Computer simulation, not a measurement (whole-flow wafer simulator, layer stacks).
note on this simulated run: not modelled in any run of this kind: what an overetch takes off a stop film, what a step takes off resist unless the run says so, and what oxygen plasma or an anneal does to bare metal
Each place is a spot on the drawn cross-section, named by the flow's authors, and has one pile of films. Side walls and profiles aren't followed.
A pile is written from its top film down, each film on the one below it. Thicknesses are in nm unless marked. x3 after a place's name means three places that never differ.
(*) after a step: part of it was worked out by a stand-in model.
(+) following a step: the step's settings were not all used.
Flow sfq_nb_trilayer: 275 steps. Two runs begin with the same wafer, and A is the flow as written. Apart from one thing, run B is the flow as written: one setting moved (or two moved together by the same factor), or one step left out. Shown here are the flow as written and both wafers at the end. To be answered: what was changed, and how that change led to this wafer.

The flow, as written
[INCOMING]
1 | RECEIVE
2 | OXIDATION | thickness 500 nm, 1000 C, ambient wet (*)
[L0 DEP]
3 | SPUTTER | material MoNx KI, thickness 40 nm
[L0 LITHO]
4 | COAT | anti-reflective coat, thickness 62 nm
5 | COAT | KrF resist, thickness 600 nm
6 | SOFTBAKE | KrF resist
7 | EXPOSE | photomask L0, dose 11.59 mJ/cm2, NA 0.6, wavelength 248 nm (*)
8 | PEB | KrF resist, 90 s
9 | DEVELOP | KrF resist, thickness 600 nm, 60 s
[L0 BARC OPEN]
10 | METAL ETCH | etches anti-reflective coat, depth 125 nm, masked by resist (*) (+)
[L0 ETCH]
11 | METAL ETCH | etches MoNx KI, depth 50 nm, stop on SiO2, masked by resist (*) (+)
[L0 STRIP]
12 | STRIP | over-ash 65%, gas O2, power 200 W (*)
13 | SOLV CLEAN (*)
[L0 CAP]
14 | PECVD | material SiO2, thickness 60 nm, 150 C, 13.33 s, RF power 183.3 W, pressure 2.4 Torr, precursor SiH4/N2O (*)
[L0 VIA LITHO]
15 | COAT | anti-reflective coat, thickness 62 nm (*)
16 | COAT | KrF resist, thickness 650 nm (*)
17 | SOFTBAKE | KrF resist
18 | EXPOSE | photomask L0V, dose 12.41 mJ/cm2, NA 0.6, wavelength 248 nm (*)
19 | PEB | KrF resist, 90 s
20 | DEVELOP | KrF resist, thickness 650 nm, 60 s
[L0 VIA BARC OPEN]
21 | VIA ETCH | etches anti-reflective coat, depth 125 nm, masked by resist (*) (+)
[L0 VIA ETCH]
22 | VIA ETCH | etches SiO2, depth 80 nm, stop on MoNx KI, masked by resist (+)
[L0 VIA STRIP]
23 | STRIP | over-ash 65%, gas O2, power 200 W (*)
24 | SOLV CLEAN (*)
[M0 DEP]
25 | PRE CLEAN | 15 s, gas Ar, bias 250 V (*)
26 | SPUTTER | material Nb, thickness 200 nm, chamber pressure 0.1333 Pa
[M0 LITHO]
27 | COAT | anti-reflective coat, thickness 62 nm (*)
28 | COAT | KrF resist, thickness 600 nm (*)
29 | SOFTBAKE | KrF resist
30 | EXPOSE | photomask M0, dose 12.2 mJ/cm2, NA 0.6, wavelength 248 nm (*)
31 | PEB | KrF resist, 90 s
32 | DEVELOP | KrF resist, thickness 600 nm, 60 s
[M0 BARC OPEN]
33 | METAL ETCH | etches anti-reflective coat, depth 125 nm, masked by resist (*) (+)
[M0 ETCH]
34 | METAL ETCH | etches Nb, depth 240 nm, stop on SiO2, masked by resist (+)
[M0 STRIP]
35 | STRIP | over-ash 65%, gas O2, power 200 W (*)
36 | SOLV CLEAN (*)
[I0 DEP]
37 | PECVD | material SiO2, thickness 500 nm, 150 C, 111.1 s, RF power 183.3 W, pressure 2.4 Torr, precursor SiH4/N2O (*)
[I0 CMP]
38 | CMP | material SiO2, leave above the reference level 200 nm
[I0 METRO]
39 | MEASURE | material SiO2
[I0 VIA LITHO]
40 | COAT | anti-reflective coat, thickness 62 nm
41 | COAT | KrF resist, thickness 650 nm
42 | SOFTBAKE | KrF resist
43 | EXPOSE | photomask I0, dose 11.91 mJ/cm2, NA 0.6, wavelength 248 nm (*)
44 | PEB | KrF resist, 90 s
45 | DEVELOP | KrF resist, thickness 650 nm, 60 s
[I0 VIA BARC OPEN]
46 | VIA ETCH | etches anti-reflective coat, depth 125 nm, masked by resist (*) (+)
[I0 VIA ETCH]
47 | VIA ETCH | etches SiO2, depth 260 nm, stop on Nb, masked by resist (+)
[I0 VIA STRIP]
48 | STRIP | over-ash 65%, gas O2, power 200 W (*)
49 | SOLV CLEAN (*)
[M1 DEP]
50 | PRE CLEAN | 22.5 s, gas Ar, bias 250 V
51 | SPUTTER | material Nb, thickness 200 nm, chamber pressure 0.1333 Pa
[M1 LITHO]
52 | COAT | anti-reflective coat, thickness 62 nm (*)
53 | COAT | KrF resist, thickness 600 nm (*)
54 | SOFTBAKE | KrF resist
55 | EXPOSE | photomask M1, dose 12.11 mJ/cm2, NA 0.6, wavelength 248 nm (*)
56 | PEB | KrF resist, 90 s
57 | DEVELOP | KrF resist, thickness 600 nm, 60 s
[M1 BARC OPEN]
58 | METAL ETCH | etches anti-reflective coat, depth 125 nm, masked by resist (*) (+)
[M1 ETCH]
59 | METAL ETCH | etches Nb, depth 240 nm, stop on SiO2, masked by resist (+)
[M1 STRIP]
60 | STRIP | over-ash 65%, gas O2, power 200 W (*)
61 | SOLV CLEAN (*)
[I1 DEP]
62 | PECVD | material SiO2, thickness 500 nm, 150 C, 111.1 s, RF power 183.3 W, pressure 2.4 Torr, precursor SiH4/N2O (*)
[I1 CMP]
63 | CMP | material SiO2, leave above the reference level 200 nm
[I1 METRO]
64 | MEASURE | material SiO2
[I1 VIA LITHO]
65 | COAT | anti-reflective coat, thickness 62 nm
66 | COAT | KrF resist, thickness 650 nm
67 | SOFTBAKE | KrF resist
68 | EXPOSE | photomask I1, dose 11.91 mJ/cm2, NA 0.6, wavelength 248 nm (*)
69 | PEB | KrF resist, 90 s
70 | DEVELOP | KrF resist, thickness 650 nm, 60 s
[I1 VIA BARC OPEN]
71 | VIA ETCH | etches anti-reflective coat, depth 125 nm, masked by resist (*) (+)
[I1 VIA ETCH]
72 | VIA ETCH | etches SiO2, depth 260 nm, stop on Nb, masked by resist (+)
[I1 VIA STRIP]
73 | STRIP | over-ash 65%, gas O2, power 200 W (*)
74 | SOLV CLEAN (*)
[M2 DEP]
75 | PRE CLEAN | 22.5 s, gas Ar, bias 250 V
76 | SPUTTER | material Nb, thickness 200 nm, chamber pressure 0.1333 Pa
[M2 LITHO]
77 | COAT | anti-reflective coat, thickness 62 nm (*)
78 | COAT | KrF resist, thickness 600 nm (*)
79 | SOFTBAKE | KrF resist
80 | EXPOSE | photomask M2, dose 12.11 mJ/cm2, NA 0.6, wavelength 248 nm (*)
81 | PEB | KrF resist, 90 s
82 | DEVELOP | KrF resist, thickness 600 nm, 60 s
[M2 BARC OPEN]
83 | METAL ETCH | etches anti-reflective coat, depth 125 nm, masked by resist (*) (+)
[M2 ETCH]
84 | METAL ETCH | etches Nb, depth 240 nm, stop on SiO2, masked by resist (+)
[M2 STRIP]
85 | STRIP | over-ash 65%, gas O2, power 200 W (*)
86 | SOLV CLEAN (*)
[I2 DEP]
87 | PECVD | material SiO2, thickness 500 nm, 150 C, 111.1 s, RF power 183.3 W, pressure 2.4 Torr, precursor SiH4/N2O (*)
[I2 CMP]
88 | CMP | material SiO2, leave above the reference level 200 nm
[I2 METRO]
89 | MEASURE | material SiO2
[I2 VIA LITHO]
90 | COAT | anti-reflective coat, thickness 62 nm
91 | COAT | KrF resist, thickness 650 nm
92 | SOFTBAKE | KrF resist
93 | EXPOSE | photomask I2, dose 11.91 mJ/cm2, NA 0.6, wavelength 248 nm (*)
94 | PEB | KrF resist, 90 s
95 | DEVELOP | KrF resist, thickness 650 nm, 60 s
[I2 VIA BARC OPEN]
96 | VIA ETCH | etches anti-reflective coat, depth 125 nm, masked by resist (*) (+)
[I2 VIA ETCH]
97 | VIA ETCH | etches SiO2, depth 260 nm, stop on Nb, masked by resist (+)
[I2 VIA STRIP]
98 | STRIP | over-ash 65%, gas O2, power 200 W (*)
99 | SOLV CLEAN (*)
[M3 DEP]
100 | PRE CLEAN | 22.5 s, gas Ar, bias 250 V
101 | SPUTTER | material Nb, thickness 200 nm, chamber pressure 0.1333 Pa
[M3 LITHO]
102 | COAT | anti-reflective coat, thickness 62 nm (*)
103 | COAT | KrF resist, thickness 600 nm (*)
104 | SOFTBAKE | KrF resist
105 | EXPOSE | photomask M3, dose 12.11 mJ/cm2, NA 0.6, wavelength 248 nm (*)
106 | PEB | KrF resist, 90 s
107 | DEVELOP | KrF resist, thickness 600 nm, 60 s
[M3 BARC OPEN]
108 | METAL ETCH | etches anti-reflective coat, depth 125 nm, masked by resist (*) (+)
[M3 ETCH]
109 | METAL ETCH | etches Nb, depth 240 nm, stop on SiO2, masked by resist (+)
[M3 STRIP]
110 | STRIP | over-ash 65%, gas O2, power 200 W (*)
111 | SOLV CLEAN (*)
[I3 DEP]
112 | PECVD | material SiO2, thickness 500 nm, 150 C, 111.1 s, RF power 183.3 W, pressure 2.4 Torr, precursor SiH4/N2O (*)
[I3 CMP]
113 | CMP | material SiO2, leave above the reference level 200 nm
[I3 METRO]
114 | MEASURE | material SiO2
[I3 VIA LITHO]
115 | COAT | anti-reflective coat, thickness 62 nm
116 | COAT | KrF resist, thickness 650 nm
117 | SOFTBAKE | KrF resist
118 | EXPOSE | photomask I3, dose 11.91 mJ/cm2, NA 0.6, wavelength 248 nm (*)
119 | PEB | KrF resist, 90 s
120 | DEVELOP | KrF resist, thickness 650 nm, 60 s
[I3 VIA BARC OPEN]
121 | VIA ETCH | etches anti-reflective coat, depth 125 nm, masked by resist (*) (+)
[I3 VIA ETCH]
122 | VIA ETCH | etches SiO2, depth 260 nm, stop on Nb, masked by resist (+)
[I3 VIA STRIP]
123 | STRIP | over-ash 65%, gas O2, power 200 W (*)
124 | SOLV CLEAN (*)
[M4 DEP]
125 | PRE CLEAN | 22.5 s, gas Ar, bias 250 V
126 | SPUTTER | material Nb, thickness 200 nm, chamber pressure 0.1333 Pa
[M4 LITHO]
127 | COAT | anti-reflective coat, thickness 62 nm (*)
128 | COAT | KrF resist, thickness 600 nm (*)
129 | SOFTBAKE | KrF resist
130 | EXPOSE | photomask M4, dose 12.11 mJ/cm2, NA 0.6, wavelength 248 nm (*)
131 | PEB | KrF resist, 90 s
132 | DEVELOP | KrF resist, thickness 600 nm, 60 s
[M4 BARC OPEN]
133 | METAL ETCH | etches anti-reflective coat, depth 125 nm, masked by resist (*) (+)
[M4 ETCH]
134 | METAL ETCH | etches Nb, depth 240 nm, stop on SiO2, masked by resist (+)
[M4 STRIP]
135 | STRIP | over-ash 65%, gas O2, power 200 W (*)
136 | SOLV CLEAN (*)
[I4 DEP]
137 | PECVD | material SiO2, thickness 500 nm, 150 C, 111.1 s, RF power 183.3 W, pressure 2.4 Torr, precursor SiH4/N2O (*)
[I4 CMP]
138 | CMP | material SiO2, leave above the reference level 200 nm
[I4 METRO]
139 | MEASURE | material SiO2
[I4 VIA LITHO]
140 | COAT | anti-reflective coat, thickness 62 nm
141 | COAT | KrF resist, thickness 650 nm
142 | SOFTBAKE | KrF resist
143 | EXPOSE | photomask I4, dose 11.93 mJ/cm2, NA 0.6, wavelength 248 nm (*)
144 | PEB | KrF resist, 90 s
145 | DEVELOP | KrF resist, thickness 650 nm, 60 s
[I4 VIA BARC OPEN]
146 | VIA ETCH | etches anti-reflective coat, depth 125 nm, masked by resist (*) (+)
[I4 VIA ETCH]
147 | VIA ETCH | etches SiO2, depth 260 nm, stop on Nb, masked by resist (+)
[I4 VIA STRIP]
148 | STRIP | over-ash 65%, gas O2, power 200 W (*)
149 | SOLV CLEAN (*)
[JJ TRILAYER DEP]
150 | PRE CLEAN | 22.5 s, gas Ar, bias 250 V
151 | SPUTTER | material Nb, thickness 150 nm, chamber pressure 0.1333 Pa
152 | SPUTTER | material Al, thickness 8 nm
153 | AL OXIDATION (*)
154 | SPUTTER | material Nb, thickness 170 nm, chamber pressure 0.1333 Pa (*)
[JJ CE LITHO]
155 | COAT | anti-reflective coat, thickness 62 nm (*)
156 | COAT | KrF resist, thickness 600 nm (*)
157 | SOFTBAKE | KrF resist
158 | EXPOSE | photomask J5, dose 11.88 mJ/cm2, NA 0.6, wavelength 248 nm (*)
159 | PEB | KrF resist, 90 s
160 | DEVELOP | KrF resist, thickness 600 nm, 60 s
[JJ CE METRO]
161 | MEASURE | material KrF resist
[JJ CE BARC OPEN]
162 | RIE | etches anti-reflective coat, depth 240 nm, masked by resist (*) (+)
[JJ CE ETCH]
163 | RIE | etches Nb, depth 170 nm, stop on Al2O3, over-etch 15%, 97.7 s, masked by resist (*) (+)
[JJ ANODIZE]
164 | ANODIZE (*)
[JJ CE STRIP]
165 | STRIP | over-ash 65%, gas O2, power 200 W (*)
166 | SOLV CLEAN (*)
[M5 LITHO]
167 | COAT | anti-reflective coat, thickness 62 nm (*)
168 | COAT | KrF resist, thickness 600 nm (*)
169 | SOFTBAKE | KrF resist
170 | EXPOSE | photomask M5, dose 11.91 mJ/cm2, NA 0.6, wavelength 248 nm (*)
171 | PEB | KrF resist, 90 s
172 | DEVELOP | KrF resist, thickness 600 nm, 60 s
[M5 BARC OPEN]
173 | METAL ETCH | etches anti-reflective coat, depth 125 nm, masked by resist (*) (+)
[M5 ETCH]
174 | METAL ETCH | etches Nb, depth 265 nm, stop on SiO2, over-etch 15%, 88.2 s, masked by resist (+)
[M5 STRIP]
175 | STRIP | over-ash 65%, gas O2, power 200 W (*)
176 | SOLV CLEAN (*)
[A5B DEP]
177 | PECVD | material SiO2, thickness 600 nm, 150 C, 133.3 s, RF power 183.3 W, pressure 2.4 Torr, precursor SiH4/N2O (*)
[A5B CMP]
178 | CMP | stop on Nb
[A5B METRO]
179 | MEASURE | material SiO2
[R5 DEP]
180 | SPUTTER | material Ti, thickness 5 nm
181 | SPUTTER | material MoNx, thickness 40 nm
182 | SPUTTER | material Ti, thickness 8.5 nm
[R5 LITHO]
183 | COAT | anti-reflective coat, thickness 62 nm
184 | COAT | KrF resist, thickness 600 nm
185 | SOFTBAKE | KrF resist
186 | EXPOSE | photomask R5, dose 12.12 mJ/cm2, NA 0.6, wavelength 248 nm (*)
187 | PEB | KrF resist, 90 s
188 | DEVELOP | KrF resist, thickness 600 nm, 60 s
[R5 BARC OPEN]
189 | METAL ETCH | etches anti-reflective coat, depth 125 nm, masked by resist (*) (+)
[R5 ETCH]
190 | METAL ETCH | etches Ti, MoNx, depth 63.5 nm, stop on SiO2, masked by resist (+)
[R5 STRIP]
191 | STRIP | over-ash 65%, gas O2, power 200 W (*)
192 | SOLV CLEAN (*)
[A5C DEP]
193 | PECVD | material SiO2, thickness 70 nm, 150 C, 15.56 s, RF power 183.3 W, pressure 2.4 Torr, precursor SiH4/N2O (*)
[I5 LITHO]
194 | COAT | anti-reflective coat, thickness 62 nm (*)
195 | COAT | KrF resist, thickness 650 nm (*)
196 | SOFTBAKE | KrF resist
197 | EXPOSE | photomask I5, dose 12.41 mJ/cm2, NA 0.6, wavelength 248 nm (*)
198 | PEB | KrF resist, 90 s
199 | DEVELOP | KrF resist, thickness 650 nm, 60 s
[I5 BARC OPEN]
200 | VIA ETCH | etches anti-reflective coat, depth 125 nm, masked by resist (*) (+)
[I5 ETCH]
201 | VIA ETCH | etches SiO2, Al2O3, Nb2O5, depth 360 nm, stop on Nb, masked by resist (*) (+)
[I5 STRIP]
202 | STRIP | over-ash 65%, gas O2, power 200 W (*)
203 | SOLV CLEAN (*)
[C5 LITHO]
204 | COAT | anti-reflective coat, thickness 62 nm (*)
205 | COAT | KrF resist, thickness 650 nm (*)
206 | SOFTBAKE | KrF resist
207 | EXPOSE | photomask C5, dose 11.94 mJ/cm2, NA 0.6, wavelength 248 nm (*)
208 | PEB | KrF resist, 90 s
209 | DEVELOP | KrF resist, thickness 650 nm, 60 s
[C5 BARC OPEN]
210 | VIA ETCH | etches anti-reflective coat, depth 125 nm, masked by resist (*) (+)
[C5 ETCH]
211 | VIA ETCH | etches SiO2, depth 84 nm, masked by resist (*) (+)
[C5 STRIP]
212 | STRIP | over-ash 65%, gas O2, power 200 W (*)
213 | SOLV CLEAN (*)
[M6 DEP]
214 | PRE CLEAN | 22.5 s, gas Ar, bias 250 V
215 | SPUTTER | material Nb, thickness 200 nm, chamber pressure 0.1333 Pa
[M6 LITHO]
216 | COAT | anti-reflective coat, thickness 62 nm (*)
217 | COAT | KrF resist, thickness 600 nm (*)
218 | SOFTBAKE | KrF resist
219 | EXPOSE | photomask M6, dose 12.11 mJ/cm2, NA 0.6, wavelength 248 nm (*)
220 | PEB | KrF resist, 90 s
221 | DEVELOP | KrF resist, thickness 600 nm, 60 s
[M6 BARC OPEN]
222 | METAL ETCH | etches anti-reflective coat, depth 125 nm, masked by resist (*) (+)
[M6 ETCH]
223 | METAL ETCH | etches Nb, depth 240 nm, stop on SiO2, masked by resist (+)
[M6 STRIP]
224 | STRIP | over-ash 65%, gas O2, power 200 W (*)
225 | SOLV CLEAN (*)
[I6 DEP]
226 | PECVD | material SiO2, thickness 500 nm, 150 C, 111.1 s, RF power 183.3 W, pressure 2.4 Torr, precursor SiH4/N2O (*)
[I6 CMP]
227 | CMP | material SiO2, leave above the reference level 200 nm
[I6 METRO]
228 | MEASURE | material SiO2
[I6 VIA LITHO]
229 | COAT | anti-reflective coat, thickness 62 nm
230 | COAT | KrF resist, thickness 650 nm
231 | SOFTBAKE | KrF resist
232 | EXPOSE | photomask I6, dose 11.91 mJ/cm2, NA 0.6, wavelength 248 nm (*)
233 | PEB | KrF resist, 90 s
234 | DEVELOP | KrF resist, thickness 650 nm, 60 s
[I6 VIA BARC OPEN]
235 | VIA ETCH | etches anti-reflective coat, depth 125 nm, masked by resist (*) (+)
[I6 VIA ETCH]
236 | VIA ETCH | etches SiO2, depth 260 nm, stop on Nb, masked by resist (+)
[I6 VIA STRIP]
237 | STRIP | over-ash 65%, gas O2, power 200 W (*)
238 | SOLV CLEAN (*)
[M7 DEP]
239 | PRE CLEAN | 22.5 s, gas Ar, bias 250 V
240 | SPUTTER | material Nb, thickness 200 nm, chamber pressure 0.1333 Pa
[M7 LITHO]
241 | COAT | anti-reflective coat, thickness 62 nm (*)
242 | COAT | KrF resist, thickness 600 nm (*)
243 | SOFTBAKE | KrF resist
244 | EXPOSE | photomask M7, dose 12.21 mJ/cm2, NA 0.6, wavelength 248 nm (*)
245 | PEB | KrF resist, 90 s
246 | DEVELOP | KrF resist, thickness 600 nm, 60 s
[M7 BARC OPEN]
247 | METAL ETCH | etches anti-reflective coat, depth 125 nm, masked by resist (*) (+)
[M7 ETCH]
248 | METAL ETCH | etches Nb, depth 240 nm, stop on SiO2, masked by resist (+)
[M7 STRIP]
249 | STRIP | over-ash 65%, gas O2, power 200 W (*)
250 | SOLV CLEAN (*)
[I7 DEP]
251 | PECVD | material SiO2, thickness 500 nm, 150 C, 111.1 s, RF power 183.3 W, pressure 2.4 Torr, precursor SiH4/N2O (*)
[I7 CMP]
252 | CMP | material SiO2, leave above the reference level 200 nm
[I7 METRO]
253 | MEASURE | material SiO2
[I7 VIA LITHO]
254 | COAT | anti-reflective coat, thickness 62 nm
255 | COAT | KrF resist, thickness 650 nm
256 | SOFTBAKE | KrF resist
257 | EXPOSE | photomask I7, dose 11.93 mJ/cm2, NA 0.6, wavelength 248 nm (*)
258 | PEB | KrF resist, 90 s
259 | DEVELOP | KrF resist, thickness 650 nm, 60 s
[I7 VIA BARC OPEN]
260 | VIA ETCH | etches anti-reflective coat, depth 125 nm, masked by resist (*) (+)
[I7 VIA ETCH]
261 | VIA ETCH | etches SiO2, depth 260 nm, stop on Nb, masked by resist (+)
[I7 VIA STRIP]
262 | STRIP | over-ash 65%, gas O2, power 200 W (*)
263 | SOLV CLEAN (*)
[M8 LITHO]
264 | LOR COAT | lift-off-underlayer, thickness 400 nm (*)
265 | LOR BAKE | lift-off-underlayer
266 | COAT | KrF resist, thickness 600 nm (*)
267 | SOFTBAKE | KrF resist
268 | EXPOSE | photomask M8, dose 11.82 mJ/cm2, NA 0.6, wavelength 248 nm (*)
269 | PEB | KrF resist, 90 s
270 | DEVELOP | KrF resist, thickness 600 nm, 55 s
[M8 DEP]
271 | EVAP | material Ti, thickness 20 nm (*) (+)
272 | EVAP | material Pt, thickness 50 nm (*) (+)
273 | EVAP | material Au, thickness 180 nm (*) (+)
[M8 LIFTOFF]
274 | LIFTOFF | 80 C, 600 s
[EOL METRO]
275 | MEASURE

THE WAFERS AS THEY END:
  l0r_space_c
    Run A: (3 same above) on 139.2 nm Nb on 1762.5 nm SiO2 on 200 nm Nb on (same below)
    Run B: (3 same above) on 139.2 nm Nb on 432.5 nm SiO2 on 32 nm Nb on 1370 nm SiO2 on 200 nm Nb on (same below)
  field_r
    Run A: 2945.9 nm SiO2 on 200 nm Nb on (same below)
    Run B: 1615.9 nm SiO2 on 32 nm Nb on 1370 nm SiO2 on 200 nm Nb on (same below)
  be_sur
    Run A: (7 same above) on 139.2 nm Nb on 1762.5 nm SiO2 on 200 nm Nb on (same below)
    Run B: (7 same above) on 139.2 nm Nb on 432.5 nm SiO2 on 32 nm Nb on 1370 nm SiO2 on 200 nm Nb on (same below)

What caused this: step 126, SPUTTER: thickness 272 nm was run, while the flow as written has thickness 200 nm.

Step by step, how the change led to this:
  126 | SPUTTER | material Nb, thickness 200 nm, chamber pressure 0.1333 Pa
      field_l, v_sur, via_wl and 102 more: A Nb gains 200 (new film) | B Nb gains 272 (new film)
      via_v: A Nb gains 165.5 | B Nb gains 226.1
  134 | METAL ETCH | etches Nb, depth 240 nm, stop on SiO2, masked by resist (+)
      field_l, be, be_sur and 64 more: A Nb loses 200 (all of it) | B Nb loses 240
  137 | PECVD | material SiO2, thickness 500 nm, 150 C, 111.1 s, RF power 183.3 W, pressure 2.4 Torr, precursor SiH4/N2O (*)
      field_l, be, be_sur and 55 more: A SiO2 gains 500 | B SiO2 gains 500 (new film)
      p3_s0, p3_s1, p3_s2, p3_s3, p3_s4, p3_s5: A SiO2 gains 557.1 | B SiO2 gains 597.1 (new film)
      (and at 4 other places as well)
  138 | CMP | material SiO2, leave above the reference level 200 nm
      field_l, be, be_sur and 55 more: A SiO2 loses 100 | B SiO2 loses 60
      lsp_r, l0_sur, l0v: A SiO2 loses 91.9 | B SiO2 loses 50.3
      (and at 1 other place as well)
If metal films that touch count as one body, l0r_space_c has 3 bodies (between them, from the top down: SiO2 432.5; SiO2 1370); the flow as written gives 2 bodies (between them, from the top down: SiO2 1762.5).
If metal films that touch count as one body, field_r has 2 bodies (between them, from the top down: SiO2 1370); the flow as written gives 1 body.
If metal films that touch count as one body, be_sur has 5 bodies (between them, from the top down: SiO2 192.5; SiO2 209 / Al2O3 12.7 / Nb2O5 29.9; SiO2 432.5; SiO2 1370); the flow as written gives 4 bodies (between them, from the top down: SiO2 192.5; SiO2 209 / Al2O3 12.7 / Nb2O5 29.9; SiO2 1762.5).
